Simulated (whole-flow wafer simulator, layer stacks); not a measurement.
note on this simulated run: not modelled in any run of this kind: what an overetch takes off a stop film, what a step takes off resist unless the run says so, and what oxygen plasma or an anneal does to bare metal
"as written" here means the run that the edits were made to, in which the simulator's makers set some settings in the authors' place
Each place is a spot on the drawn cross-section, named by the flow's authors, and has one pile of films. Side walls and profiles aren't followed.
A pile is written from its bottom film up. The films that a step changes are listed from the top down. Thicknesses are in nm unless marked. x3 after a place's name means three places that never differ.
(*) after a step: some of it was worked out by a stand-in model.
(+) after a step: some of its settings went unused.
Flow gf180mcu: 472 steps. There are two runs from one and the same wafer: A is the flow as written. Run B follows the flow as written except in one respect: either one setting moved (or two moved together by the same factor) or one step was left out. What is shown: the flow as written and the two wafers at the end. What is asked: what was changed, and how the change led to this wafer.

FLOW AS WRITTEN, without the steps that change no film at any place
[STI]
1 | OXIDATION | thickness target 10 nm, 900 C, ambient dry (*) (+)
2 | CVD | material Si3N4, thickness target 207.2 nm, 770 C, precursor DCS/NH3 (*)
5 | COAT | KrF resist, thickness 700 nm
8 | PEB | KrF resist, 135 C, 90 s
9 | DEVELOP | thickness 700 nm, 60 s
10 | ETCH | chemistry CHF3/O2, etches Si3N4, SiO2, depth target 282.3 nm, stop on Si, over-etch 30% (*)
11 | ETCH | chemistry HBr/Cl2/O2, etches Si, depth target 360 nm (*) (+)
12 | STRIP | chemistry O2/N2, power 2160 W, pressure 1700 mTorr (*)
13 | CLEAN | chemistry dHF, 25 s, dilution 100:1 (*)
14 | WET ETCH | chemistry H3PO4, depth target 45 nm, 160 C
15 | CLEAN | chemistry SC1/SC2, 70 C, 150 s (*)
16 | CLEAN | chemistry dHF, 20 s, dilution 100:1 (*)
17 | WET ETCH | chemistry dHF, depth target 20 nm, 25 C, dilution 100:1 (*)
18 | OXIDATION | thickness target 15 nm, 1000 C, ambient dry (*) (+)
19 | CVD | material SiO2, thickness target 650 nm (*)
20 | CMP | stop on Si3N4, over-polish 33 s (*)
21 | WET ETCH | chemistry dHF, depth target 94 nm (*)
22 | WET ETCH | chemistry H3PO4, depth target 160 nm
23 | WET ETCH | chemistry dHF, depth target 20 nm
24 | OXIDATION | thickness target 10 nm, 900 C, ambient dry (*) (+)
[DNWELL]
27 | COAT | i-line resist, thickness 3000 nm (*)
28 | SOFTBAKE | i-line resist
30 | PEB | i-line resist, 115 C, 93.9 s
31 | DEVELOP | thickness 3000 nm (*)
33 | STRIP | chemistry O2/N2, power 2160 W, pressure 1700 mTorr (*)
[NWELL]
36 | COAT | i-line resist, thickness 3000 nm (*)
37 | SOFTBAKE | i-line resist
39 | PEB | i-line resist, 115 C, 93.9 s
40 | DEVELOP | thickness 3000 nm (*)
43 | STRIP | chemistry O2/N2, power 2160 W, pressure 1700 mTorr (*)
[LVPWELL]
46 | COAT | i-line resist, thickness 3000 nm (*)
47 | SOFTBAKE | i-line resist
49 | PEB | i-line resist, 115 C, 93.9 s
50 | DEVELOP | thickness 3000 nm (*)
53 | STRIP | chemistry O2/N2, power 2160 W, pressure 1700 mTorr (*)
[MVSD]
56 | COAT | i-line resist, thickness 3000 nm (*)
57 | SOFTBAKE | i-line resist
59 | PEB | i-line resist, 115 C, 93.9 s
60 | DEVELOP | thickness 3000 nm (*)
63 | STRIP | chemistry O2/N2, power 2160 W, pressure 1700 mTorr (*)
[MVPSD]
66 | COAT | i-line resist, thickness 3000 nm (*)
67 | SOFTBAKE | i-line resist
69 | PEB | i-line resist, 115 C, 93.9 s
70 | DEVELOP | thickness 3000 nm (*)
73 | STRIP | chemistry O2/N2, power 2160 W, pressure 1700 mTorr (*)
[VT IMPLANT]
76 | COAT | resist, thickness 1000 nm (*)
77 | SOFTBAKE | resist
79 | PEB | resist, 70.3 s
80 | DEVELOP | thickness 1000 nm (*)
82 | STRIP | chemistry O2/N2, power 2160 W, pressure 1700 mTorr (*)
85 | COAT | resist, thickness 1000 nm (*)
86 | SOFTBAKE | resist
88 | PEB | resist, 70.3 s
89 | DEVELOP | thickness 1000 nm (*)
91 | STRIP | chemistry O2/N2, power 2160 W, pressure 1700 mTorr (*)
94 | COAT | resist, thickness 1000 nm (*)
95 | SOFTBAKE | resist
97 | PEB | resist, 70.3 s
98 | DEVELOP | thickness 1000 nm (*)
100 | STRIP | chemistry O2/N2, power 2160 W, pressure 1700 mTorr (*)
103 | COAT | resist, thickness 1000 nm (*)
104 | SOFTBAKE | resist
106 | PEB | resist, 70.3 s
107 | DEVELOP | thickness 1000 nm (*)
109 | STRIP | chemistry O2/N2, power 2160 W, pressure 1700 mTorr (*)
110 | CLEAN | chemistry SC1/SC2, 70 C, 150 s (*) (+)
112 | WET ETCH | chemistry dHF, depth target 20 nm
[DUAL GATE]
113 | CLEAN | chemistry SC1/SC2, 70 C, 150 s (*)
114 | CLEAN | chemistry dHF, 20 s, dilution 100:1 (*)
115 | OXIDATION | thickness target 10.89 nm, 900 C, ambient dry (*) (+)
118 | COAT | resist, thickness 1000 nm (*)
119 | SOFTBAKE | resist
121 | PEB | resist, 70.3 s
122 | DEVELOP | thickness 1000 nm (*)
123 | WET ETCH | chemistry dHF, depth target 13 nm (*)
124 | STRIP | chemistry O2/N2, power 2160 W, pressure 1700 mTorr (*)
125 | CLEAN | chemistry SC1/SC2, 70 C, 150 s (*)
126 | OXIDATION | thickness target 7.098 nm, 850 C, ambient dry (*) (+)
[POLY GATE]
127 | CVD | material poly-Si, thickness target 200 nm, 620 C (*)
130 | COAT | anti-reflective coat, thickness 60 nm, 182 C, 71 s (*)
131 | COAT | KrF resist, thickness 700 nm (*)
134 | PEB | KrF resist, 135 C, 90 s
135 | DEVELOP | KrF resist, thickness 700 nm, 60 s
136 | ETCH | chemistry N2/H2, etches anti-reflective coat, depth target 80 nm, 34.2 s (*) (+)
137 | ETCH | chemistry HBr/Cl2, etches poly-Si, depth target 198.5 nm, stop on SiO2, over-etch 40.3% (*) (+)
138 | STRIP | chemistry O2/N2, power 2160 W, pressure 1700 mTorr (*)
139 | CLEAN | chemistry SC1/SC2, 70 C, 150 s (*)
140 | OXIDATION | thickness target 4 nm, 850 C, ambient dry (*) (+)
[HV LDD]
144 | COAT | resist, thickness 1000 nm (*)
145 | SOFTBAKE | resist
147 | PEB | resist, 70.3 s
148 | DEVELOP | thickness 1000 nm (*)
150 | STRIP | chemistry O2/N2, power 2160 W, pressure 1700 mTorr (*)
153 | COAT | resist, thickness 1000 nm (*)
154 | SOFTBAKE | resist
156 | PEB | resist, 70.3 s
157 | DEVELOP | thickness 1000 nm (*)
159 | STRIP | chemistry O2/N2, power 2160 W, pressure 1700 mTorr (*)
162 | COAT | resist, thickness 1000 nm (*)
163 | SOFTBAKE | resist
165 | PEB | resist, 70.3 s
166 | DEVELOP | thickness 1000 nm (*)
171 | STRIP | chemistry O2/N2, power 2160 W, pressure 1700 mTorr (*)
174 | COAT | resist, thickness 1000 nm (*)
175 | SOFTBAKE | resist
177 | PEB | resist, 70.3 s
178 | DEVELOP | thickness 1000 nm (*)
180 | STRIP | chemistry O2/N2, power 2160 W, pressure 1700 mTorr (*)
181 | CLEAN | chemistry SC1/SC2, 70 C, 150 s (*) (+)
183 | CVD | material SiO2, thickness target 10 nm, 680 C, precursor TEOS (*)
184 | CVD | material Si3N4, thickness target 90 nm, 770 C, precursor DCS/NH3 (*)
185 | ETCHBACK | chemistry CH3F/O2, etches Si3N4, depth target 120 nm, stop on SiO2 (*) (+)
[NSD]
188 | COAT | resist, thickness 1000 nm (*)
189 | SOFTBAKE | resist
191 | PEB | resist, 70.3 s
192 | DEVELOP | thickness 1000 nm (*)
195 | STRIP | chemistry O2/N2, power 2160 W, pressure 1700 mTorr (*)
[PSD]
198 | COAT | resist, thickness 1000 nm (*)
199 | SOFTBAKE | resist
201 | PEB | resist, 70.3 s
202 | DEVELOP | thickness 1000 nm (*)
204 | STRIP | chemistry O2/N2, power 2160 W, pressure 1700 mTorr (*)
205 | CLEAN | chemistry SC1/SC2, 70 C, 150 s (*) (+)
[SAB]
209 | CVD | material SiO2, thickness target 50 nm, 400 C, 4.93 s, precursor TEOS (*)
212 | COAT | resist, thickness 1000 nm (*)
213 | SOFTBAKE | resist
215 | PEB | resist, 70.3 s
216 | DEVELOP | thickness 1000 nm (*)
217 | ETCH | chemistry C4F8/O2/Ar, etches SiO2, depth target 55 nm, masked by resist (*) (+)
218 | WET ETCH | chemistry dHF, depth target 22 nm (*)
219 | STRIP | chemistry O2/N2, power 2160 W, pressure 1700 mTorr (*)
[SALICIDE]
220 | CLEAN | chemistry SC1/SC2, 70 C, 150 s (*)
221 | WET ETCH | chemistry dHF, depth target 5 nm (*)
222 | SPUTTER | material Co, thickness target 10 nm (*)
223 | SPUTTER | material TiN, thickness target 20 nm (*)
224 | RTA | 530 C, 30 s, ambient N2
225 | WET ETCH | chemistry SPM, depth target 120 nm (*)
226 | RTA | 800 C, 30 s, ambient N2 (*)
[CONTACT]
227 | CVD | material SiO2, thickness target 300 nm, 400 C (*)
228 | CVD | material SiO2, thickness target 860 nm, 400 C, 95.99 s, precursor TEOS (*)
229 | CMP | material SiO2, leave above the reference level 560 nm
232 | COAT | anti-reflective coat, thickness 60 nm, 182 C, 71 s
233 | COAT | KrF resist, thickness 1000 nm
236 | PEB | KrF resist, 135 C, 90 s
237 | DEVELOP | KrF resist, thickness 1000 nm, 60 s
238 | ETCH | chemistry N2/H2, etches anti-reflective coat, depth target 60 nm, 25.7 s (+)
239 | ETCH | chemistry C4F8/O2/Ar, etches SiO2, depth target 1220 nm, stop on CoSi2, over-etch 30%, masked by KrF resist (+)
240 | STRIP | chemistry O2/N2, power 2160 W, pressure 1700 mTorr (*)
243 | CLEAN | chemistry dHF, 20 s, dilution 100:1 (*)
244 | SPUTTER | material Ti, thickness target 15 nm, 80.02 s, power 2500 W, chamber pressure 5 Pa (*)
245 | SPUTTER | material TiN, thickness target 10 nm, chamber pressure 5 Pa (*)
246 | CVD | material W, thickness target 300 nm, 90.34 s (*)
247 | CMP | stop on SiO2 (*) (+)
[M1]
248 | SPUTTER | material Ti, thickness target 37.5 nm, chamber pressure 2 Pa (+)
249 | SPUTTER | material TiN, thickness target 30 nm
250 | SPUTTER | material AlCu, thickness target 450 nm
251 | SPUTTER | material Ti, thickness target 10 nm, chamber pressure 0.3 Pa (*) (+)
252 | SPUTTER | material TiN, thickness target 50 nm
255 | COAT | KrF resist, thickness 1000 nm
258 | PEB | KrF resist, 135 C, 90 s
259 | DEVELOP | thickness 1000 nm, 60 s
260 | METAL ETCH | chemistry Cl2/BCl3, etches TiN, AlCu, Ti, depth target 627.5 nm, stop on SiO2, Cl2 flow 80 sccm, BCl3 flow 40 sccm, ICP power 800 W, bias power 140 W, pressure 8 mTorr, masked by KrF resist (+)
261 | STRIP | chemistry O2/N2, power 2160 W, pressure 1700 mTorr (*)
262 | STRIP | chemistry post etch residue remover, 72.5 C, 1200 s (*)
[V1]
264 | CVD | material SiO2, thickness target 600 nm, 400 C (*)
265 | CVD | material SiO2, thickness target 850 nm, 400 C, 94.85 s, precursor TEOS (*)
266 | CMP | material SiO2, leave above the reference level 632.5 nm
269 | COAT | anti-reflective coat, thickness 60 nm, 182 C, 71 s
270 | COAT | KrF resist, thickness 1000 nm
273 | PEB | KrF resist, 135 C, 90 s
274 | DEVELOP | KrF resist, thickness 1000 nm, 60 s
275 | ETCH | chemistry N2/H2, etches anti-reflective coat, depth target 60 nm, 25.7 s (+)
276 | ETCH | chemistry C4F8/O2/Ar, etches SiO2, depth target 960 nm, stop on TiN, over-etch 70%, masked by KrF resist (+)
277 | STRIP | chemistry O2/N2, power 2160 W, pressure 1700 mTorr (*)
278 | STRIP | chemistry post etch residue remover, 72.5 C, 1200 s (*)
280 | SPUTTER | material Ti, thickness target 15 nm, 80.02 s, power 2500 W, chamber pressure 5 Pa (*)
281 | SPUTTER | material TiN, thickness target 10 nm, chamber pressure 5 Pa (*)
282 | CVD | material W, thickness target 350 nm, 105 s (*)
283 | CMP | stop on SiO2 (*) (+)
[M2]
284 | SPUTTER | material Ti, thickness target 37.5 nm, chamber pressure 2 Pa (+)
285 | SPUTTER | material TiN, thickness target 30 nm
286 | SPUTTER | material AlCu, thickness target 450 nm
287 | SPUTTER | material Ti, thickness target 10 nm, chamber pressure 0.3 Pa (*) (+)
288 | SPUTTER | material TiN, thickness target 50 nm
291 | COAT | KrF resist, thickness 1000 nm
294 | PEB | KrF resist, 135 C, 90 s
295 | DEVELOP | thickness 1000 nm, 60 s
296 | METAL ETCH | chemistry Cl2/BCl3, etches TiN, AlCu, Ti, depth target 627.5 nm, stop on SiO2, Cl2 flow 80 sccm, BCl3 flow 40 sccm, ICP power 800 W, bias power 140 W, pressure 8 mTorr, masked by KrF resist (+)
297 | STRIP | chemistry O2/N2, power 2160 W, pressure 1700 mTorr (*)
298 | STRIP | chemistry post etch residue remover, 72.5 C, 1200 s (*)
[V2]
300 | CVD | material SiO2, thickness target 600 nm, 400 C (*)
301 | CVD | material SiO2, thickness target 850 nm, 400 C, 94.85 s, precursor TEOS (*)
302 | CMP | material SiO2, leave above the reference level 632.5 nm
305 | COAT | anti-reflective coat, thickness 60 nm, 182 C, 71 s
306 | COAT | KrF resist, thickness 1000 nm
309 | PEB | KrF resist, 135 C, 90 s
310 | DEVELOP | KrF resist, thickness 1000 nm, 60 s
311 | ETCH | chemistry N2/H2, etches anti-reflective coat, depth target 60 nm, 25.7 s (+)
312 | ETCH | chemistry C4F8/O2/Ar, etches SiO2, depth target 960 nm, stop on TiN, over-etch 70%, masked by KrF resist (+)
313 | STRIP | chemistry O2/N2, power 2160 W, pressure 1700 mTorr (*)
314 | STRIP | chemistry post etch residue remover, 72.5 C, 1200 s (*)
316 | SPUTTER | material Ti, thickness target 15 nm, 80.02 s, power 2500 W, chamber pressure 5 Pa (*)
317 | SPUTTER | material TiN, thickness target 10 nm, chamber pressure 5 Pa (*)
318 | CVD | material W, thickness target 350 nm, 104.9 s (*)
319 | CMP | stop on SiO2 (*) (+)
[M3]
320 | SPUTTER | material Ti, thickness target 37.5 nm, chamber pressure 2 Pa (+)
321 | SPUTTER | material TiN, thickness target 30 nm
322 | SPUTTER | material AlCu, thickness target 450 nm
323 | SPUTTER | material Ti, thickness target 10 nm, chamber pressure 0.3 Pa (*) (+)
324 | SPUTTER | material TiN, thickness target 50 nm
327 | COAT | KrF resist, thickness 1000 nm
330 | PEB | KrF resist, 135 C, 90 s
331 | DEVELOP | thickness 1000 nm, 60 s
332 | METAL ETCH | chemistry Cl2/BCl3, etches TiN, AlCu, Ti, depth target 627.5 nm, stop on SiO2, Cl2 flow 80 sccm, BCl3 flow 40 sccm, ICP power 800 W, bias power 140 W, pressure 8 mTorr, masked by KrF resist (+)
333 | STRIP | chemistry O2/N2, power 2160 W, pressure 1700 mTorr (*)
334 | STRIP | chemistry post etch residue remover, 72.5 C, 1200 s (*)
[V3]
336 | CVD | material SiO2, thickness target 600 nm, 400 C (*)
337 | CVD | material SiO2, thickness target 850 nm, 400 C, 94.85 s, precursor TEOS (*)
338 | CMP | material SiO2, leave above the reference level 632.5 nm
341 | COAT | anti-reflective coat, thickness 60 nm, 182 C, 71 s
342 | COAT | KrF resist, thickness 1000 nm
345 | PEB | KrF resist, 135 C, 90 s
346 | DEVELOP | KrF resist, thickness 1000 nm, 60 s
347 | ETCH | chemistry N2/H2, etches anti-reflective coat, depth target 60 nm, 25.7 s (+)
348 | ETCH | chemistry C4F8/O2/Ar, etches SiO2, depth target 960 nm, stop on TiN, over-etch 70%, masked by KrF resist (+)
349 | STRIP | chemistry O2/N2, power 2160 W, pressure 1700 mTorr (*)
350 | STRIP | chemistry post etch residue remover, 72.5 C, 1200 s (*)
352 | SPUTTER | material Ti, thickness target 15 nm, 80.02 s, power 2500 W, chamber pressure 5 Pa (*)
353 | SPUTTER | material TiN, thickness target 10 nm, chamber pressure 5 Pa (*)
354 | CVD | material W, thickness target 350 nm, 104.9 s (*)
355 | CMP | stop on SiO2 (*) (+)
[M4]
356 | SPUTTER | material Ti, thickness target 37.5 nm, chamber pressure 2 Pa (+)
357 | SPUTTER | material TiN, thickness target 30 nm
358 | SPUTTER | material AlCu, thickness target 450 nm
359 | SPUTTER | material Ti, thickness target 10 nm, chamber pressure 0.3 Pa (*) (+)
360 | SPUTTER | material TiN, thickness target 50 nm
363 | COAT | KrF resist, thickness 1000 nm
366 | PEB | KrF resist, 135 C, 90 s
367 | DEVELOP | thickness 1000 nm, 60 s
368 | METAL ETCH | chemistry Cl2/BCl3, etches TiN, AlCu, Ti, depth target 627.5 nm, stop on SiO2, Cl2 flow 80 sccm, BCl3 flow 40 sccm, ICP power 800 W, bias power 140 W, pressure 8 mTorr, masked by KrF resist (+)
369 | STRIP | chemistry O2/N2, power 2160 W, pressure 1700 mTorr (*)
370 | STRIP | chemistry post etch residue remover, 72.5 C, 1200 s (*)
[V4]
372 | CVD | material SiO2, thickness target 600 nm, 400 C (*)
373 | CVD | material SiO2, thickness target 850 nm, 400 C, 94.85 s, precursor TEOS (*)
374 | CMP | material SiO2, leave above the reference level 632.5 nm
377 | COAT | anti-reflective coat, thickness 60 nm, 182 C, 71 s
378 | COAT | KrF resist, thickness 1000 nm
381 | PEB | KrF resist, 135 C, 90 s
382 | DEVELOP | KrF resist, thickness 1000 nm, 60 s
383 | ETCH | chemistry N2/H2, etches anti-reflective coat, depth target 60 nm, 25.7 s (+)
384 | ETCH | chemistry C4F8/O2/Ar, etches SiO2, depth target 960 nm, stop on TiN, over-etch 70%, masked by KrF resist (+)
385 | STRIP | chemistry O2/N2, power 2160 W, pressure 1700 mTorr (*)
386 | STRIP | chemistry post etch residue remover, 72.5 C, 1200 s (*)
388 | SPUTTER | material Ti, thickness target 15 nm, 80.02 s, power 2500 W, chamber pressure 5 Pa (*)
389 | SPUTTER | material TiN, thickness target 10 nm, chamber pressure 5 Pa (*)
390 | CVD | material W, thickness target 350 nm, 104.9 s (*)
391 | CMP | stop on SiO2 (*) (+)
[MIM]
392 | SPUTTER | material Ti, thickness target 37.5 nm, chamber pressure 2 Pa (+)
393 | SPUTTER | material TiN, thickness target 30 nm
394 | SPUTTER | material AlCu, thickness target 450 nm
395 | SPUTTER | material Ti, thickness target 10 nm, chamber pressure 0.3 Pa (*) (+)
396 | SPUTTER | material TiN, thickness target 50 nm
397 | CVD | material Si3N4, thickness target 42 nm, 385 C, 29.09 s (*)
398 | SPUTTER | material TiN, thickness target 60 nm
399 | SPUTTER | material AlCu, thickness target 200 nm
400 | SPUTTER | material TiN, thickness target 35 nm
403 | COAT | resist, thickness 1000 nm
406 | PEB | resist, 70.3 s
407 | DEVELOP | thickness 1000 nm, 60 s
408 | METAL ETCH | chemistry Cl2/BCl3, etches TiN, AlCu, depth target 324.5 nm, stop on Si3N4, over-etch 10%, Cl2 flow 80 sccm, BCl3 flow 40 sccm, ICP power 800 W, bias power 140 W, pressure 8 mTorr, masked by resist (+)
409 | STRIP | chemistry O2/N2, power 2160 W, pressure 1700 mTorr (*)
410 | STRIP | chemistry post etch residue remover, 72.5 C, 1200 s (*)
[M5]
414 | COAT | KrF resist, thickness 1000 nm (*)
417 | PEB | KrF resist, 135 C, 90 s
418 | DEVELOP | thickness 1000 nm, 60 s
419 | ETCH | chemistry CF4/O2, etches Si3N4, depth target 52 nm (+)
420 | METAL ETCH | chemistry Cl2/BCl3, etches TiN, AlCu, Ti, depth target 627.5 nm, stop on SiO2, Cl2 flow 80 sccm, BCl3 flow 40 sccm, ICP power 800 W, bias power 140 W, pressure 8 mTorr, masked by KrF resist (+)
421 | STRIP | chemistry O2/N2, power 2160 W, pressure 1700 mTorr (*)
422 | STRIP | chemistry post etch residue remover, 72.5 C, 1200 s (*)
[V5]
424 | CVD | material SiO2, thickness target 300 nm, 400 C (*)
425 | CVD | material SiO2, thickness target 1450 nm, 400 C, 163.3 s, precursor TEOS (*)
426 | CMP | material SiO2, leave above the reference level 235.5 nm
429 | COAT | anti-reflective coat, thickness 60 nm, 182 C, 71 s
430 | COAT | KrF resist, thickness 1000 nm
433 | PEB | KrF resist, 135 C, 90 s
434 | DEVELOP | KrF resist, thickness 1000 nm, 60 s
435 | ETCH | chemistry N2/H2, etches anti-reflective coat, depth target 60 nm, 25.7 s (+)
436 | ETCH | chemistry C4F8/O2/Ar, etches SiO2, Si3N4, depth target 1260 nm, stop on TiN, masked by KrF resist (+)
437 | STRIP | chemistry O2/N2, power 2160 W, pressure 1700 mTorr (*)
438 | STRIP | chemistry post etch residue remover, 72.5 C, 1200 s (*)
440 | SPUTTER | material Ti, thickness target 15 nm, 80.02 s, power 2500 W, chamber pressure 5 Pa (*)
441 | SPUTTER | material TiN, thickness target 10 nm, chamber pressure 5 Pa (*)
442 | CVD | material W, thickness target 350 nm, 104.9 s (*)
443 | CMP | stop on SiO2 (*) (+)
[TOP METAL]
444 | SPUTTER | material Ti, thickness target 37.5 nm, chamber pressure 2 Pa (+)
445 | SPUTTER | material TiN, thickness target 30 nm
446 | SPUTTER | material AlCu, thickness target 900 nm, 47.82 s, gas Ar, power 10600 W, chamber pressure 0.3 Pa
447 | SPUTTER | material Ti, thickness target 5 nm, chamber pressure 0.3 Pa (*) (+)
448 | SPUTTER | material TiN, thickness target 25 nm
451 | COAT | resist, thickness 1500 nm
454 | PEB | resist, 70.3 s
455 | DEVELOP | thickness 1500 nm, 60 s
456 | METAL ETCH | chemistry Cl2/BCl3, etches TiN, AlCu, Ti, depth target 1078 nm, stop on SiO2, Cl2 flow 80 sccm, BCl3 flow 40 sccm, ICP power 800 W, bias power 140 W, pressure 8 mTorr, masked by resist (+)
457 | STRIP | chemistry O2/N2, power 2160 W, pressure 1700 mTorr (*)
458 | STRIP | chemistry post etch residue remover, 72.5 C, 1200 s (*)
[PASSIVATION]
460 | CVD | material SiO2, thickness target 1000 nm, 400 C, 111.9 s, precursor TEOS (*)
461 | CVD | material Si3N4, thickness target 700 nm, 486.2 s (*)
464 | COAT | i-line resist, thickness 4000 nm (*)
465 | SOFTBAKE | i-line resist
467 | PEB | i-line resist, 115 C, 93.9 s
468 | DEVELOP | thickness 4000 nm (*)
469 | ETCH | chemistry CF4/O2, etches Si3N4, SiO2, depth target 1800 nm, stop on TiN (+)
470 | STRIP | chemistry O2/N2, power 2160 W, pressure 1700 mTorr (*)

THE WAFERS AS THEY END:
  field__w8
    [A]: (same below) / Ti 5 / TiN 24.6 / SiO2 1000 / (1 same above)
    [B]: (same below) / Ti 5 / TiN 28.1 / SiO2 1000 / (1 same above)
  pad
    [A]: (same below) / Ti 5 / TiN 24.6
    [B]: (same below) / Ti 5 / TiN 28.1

Cause: step 448, SPUTTER: thickness target 28.5 nm was run, whereas the flow has thickness target 25 nm.

How this came from the change, step by step:
  448 | SPUTTER | material TiN, thickness target 25 nm
      field, field__w1, field__w2 and 109 more: A TiN gains 25 (new film) | B TiN gains 28.5 (new film)
  456 | METAL ETCH | chemistry Cl2/BCl3, etches TiN, AlCu, Ti, depth target 1078 nm, stop on SiO2, Cl2 flow 80 sccm, BCl3 flow 40 sccm, ICP power 800 W, bias power 140 W, pressure 8 mTorr, masked by resist (+)
      field, field__w1, field__w2 and 103 more: A TiN loses 25 (all of it), Ti loses 5 (all of it), AlCu loses 900 (all of it), TiN loses 30 (all of it), Ti loses 37.5 (all of it) | B TiN loses 28.5 (all of it), Ti loses 5 (all of it), AlCu loses 900 (all of it), TiN loses 30 (all of it), Ti loses 37.5 (all of it)
  465 | SOFTBAKE | i-line resist
      gate: A i-line resist gains 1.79 | B i-line resist loses 0.34
      ld_acc_p, ld_fp_p, ld_drift_p: A i-line resist gains 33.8 | B i-line resist gains 27
      (and at 57 other places as well)
